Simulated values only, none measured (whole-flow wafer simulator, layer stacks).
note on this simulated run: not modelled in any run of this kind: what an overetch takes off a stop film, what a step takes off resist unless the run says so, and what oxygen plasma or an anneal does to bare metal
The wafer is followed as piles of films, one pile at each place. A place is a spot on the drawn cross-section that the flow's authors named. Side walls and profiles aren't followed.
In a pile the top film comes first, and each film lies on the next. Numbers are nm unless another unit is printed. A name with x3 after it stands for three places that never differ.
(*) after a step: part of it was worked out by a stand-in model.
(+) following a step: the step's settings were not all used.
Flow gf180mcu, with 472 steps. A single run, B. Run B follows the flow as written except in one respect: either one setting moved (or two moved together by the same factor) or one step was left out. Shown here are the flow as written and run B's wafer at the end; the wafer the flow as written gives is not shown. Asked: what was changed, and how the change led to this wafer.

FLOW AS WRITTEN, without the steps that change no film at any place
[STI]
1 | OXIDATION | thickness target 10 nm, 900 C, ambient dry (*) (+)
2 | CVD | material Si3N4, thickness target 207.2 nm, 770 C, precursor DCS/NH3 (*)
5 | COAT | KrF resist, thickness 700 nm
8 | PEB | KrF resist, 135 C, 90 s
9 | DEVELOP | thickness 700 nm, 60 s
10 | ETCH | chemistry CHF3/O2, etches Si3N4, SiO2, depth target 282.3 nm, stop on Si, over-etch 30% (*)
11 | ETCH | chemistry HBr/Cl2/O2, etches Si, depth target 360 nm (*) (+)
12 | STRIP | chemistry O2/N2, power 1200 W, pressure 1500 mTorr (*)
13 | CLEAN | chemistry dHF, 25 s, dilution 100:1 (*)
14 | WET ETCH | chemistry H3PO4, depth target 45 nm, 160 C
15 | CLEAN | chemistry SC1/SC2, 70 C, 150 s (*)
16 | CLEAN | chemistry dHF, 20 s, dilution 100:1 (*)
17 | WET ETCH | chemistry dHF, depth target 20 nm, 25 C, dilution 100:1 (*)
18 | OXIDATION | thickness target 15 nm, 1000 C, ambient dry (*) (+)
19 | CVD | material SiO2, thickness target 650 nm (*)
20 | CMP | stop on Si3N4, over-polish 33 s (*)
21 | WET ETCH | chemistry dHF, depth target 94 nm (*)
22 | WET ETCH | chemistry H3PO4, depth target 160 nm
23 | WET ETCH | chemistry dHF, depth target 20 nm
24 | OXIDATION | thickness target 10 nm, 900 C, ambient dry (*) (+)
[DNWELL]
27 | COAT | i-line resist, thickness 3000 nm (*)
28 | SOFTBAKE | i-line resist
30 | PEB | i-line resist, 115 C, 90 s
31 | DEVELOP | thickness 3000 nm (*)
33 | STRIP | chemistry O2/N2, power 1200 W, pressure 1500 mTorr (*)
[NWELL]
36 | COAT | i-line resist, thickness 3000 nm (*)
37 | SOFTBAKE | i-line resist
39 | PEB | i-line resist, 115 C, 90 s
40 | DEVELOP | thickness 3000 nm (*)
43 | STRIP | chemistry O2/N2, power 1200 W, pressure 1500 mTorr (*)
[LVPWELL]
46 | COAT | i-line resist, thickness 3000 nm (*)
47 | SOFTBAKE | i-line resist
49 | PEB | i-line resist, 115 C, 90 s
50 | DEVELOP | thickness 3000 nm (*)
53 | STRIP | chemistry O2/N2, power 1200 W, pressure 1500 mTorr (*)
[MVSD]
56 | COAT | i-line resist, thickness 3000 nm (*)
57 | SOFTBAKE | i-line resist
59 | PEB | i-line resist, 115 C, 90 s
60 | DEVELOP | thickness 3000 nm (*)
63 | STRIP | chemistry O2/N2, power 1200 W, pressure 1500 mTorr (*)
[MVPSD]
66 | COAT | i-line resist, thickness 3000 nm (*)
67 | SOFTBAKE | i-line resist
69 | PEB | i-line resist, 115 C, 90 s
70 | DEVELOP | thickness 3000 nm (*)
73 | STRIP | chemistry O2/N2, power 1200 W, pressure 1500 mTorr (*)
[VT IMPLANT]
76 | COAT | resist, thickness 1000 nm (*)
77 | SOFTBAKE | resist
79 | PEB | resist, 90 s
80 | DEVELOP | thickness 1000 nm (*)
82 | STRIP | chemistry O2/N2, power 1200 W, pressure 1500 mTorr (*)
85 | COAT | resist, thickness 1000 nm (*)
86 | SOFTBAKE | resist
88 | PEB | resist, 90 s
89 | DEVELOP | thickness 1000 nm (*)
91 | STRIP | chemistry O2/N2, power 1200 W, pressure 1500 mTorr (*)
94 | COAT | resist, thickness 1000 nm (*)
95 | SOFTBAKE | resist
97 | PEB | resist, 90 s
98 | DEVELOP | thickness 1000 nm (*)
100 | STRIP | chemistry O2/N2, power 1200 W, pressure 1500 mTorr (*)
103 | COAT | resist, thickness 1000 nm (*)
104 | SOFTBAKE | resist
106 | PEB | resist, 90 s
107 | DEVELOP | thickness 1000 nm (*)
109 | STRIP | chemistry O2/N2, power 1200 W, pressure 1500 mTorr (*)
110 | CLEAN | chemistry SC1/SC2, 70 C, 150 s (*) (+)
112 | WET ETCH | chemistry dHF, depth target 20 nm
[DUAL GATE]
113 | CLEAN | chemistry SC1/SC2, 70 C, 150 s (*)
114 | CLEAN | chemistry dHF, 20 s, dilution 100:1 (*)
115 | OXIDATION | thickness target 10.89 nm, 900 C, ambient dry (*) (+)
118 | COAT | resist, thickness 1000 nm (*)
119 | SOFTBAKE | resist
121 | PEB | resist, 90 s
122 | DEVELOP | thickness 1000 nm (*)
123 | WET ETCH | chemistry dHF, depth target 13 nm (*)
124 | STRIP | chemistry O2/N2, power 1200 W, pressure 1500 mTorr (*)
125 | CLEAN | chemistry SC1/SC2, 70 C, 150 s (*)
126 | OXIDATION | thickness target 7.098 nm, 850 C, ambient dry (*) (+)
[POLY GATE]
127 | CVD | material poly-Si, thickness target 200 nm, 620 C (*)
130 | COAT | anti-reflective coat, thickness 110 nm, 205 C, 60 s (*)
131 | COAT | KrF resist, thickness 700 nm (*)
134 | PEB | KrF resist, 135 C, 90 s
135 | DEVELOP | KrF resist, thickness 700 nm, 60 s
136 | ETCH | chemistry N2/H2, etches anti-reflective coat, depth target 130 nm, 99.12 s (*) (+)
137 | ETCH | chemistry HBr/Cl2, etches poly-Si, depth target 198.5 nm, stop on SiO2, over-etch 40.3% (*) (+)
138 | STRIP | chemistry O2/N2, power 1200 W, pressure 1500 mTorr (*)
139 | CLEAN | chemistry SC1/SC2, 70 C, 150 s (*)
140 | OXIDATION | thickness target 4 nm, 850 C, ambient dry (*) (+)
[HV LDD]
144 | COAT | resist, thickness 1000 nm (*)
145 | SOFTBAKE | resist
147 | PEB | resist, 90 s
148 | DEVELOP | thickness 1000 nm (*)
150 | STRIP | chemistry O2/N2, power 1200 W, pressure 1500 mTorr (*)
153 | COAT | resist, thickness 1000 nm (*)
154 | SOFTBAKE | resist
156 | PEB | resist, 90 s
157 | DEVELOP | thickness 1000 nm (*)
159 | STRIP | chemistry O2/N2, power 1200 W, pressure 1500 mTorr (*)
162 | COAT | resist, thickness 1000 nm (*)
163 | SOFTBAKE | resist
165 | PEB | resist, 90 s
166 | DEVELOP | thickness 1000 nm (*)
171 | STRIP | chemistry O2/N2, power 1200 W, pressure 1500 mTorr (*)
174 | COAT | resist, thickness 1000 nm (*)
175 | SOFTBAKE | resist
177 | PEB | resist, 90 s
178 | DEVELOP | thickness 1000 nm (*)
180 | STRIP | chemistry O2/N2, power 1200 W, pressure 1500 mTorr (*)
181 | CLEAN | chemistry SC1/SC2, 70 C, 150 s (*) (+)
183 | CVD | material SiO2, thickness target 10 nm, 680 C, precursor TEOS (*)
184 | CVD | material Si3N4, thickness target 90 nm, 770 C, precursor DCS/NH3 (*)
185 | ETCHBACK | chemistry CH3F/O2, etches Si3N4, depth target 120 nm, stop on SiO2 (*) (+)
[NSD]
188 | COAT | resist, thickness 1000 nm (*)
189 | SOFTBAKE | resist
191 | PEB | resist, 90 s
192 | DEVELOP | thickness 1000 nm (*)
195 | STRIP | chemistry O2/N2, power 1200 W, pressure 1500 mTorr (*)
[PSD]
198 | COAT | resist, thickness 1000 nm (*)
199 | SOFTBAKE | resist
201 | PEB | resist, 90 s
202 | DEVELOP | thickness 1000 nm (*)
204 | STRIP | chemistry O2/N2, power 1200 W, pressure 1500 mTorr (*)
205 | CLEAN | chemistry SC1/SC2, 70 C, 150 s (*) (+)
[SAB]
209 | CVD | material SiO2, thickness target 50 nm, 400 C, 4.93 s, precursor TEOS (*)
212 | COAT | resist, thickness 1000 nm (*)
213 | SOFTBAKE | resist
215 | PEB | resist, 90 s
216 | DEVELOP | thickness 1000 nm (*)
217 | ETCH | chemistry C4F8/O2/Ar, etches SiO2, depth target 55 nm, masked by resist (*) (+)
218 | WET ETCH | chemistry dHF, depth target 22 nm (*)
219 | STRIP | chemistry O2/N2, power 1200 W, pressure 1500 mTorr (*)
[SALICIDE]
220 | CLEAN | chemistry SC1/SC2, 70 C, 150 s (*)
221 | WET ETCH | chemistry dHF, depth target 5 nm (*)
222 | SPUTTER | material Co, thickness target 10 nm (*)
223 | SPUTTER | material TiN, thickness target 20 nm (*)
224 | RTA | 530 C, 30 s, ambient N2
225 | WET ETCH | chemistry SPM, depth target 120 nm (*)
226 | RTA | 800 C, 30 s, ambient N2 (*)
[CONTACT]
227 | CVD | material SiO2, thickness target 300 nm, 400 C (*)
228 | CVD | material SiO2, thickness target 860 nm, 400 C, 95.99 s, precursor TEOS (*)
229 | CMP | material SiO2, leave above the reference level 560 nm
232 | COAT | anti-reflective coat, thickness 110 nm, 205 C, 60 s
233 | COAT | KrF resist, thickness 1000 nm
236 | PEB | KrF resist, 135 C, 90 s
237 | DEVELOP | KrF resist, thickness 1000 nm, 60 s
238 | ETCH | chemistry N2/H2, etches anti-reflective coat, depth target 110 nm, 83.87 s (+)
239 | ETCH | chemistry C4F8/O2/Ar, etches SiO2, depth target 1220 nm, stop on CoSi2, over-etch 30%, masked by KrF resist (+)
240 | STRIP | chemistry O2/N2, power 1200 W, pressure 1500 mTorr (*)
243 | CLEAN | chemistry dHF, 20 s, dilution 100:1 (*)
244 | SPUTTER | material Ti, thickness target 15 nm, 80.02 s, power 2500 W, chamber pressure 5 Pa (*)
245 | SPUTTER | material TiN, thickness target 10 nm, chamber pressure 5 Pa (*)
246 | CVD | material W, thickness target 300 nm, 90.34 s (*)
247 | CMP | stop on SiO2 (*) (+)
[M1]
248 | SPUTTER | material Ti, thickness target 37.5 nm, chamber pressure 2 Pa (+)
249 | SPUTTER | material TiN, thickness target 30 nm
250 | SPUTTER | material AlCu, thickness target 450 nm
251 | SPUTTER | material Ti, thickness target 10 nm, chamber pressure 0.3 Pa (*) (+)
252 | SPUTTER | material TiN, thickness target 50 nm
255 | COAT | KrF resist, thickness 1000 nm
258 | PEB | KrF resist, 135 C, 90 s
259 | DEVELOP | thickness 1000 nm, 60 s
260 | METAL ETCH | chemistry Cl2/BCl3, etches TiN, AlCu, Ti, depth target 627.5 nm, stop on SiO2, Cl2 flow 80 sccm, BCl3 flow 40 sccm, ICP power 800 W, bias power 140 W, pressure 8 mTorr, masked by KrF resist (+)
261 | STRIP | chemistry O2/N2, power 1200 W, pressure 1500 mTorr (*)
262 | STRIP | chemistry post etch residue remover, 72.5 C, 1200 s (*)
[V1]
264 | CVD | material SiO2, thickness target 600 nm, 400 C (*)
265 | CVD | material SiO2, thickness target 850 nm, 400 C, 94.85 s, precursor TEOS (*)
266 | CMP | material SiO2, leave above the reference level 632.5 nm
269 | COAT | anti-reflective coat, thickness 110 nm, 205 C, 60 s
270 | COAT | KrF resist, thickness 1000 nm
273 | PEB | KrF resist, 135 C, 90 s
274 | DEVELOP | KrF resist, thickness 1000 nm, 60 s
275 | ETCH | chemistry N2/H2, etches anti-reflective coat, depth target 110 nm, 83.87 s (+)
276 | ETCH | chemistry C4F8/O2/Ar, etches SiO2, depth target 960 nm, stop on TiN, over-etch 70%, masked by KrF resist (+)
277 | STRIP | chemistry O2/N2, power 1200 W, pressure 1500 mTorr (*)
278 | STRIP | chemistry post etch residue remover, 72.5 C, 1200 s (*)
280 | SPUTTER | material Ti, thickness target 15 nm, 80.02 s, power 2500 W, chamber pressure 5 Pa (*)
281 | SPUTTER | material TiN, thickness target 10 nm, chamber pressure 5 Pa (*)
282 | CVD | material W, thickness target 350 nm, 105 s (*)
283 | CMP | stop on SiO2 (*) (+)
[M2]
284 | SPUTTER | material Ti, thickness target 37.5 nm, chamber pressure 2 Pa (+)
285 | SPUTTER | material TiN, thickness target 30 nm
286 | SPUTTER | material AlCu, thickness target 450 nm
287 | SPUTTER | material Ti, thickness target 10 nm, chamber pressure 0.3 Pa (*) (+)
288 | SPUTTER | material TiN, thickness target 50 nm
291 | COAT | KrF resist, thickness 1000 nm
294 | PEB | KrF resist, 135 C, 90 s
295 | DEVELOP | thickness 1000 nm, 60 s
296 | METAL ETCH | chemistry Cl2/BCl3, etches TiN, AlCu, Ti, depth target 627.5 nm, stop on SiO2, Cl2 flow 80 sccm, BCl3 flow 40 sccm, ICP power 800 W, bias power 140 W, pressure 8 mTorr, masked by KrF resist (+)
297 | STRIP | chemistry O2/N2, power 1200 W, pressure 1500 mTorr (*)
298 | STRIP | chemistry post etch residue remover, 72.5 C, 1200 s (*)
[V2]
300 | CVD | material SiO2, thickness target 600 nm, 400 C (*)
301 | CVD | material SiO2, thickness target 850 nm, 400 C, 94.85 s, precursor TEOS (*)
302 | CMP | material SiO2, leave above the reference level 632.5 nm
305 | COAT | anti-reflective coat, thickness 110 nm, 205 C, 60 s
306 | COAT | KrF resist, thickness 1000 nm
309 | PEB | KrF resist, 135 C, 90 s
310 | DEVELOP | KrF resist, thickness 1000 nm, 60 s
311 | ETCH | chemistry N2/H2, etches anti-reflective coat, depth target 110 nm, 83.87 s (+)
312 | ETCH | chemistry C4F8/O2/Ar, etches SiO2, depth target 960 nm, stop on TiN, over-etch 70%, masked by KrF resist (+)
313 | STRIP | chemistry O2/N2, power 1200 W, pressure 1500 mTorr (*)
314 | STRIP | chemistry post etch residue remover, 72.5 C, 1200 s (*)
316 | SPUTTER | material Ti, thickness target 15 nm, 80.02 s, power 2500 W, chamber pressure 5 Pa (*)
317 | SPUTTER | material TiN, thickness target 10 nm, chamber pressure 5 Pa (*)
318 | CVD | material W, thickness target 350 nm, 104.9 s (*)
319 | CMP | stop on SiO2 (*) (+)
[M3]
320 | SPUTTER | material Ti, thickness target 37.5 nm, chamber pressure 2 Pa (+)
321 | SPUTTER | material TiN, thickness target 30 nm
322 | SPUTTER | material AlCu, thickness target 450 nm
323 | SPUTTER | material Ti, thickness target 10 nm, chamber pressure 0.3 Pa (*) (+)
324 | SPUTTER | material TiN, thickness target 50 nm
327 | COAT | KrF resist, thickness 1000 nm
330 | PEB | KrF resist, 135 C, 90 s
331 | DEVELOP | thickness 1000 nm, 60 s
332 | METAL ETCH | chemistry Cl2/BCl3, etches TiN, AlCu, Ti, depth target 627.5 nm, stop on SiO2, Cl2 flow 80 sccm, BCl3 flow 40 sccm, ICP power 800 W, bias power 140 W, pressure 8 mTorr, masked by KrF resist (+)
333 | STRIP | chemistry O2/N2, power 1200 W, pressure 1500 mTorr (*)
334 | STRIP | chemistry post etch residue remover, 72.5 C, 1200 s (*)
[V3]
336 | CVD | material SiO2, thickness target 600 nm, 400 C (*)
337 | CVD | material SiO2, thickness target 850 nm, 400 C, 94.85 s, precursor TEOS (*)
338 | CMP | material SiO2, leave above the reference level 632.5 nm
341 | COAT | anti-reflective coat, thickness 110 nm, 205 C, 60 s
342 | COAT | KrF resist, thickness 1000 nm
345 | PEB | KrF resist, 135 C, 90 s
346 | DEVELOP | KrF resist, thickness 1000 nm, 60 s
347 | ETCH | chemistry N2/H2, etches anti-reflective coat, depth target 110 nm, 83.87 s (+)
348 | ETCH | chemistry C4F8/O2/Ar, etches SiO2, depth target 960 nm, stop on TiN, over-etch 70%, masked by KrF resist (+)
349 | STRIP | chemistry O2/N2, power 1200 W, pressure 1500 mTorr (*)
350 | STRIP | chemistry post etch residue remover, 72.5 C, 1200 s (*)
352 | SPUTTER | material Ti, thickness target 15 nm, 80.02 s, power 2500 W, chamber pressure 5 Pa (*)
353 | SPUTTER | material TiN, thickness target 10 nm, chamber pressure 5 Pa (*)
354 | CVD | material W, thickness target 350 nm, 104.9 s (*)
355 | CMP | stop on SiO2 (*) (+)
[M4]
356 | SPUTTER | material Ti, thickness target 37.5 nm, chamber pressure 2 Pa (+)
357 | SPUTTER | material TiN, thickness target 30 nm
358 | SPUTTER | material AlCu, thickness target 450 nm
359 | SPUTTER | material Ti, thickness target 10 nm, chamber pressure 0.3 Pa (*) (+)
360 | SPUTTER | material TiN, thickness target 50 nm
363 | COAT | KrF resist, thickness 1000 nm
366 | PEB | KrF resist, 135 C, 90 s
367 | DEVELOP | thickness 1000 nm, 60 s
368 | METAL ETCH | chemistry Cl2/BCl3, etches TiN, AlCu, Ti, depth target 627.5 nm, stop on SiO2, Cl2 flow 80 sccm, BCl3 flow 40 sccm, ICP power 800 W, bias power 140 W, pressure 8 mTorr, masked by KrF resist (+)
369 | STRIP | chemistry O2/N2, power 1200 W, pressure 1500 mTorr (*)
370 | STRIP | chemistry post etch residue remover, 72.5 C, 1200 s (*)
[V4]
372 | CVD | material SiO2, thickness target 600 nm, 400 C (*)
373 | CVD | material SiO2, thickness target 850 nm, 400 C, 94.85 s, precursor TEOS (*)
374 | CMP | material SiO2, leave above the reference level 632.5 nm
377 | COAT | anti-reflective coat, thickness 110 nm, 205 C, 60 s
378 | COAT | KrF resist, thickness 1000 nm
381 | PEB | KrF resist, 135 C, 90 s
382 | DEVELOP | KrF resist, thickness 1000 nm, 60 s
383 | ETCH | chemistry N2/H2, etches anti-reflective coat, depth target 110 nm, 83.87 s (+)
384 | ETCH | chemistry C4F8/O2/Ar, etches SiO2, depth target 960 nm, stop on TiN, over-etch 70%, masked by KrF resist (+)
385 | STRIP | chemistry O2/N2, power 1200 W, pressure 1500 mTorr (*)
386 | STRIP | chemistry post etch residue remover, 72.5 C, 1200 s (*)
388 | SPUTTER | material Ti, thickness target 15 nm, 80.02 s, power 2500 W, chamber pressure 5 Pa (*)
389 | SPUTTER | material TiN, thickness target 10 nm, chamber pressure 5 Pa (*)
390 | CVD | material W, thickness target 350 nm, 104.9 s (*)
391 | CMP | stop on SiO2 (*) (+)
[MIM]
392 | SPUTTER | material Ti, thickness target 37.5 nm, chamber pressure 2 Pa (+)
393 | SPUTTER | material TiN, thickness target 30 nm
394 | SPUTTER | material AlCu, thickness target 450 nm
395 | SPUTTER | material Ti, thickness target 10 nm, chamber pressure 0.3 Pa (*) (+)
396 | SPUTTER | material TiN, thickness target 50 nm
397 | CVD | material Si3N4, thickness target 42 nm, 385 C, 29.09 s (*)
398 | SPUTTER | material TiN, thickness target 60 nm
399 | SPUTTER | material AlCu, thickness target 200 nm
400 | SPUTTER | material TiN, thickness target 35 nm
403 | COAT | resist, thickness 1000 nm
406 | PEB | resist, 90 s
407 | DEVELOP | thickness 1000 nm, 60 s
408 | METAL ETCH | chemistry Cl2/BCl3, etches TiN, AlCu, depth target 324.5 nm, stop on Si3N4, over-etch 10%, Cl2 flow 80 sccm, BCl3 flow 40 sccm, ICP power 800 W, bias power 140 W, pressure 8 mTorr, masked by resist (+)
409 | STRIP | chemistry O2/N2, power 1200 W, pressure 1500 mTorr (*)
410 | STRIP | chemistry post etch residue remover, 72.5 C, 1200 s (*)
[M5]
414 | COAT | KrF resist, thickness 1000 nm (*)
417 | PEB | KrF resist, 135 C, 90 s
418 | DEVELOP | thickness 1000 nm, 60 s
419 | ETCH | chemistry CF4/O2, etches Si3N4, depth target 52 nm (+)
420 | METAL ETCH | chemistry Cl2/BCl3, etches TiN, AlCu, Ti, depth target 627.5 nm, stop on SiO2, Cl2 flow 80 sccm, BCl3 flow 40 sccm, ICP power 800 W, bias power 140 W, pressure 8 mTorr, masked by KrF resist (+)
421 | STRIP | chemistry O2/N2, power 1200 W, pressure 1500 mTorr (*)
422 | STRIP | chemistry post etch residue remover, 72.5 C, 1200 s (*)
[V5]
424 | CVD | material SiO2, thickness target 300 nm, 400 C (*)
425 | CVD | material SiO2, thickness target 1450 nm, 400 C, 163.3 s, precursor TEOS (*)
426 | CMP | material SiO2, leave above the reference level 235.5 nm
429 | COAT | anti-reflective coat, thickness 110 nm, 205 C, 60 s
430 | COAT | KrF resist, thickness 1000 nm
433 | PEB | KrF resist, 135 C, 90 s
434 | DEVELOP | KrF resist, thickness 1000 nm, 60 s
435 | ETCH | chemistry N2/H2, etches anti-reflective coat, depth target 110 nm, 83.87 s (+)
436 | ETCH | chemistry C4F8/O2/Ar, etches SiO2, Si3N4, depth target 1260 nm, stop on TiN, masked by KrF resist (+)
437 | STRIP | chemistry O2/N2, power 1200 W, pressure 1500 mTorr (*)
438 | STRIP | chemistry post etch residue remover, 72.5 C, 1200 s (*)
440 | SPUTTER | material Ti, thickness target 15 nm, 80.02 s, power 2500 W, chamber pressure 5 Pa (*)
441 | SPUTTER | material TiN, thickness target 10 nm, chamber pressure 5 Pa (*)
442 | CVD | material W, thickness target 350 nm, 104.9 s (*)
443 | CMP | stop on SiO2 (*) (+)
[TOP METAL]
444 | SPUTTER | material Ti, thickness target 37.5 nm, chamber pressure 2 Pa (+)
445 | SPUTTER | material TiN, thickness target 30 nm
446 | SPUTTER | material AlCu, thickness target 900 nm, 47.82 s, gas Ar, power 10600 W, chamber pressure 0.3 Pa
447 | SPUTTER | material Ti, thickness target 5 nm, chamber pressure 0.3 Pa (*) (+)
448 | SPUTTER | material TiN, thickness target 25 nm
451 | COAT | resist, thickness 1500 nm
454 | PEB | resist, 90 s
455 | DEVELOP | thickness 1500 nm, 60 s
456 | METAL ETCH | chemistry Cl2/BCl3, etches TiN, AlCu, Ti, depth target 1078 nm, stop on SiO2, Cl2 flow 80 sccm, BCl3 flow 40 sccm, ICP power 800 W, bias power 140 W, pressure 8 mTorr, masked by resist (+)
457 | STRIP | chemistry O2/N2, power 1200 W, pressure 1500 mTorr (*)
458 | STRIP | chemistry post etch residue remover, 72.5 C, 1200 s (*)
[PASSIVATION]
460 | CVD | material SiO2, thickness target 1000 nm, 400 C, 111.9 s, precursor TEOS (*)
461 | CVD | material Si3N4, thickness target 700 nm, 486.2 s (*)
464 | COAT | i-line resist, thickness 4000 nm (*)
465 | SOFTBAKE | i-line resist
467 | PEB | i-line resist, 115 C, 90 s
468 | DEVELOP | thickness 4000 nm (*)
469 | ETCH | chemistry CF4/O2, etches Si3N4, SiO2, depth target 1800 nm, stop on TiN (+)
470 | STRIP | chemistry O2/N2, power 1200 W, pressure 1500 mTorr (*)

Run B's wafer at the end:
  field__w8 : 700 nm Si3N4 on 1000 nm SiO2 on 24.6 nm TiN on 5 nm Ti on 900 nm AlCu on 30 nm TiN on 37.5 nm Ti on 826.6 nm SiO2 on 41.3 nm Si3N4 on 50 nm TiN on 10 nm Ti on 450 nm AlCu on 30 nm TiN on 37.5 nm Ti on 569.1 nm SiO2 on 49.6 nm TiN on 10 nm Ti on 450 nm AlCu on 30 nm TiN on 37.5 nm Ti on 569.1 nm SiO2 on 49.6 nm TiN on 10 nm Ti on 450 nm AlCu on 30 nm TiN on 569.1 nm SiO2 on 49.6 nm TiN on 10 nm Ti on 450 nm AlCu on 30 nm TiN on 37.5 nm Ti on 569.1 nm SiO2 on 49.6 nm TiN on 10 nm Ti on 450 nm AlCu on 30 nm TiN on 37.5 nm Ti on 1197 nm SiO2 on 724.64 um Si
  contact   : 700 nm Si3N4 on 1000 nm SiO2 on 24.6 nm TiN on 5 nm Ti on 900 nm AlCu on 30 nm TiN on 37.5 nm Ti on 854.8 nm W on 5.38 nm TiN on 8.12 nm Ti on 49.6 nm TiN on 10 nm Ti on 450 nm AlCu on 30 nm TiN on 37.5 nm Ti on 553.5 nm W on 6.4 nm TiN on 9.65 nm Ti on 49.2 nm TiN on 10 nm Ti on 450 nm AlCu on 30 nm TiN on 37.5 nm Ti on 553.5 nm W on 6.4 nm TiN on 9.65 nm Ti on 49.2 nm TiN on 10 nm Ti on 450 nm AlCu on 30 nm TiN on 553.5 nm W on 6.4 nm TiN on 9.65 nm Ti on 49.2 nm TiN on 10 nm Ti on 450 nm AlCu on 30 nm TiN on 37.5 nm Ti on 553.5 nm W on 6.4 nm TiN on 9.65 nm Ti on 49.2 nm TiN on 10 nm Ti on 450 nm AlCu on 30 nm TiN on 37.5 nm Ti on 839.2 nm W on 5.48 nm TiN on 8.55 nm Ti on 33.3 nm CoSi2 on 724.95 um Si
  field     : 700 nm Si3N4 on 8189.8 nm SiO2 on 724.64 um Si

What caused this: step 320, SPUTTER: material Ti, thickness target 37.5 nm, chamber pressure 2 Pa (+), was skipped.

The path from the change to this, step by step:
  332 | METAL ETCH | chemistry Cl2/BCl3, etches TiN, AlCu, Ti, depth target 627.5 nm, stop on SiO2, Cl2 flow 80 sccm, BCl3 flow 40 sccm, ICP power 800 W, bias power 140 W, pressure 8 mTorr, masked by KrF resist (+)
      field, field__w1, field__w2 and 103 more: -50 TiN (all of it), -10 Ti (all of it), -450 AlCu (all of it), -30 TiN (all of it) (it would be, as written: -50 TiN (all of it), -10 Ti (all of it), -450 AlCu (all of it), -30 TiN (all of it), -37.5 Ti (all of it))
  338 | CMP | material SiO2, leave above the reference level 632.5 nm
      field, field__w1, field__w2 and 103 more: -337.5 SiO2 (it would be, as written: -300 SiO2)
